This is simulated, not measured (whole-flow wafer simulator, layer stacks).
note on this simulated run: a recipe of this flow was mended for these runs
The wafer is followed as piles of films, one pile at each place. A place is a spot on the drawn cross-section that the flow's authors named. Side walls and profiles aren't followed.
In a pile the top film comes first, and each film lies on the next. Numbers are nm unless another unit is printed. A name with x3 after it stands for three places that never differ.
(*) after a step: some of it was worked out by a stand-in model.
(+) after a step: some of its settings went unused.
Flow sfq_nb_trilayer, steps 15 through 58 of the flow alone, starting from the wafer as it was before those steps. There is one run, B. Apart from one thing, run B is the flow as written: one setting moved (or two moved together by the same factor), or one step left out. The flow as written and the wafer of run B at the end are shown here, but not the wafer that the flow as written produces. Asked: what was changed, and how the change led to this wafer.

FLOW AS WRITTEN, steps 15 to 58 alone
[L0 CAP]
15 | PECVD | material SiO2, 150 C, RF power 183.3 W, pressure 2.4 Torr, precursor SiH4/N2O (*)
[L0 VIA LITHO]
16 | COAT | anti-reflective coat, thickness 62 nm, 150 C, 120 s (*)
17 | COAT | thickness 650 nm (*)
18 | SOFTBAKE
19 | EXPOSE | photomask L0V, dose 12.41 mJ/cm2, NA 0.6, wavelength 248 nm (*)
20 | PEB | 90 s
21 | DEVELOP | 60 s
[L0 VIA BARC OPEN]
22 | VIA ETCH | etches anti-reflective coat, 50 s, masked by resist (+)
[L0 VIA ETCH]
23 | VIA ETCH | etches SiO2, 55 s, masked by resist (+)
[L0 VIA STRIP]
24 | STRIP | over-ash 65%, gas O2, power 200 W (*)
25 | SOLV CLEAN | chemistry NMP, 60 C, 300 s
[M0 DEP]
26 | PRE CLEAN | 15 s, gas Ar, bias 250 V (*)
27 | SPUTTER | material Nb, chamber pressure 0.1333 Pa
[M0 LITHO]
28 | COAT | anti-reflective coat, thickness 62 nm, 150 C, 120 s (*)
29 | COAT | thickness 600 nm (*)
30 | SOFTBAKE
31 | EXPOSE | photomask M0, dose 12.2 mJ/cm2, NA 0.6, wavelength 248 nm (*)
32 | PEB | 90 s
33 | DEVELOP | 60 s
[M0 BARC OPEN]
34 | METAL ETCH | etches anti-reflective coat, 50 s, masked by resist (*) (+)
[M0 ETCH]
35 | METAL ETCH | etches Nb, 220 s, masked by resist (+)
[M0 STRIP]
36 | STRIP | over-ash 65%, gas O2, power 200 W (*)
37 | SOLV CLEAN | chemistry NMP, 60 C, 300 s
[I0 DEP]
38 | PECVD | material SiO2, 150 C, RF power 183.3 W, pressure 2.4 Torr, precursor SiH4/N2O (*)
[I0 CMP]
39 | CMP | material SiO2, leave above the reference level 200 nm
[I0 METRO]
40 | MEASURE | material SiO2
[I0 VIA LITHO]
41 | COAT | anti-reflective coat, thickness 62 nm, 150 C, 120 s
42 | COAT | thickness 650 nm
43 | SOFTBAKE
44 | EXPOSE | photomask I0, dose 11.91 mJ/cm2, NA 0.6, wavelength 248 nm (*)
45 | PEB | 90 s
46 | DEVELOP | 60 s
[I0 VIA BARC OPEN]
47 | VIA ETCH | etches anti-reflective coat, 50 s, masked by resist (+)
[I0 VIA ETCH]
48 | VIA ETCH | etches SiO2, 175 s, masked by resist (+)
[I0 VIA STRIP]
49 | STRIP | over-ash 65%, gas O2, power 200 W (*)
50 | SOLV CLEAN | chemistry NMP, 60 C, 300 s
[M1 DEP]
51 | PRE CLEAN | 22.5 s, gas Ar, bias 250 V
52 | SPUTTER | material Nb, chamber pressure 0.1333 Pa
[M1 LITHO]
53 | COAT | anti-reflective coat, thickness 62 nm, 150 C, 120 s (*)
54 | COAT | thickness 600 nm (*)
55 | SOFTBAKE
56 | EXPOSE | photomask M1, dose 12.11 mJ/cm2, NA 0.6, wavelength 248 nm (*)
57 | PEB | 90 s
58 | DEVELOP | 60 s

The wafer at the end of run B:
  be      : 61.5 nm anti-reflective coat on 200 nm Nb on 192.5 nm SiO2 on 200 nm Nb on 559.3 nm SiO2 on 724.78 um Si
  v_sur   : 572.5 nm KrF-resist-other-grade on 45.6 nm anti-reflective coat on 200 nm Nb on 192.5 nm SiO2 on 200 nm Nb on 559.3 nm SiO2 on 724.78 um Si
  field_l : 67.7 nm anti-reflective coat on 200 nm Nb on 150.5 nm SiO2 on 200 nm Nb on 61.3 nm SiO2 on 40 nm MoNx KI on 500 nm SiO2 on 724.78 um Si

The reason: step 15, PECVD: RF power 227.3 W was run, whereas the flow has RF power 183.3 W.

Step by step, how the change led to this:
  15 | PECVD | material SiO2, 150 C, RF power 183.3 W, pressure 2.4 Torr, precursor SiH4/N2O (*)
      v_sur, via_wl, via_w and 97 more: +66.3 SiO2 (it would be, as written: +60 SiO2)
      field_l, l0_sur, l0v, l0r_line_l, l0r_line_c, l0r_line_r: +66.3 SiO2 (new film) (it would be, as written: +60 SiO2 (new film))
  23 | VIA ETCH | etches SiO2, 55 s, masked by resist (+)
      l0v: -66 SiO2 (all of it), -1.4 MoNx KI (it would be, as written: -59.7 SiO2 (all of it), -2.03 MoNx KI)
  28 | COAT | anti-reflective coat, thickness 62 nm, 150 C, 120 s (*)
      l0_sur: +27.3 anti-reflective coat (new film) (it would be, as written: +29.3 anti-reflective coat (new film))
      l0v: +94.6 anti-reflective coat (new film) (it would be, as written: +92.5 anti-reflective coat (new film))
  36 | STRIP | over-ash 65%, gas O2, power 200 W (*)
      l0_sur: -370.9 KrF-resist-other-grade (all of it), -27.3 anti-reflective coat (all of it) (it would be, as written: -370 KrF-resist-other-grade (all of it), -29.3 anti-reflective coat (all of it))
      l0v: -377.3 KrF-resist-other-grade (all of it), -94.6 anti-reflective coat (all of it) (it would be, as written: -374.1 KrF-resist-other-grade (all of it), -92.5 anti-reflective coat (all of it))
  39 | CMP | material SiO2, leave above the reference level 200 nm
      l0v: -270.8 SiO2 (it would be, as written: -277.4 SiO2)
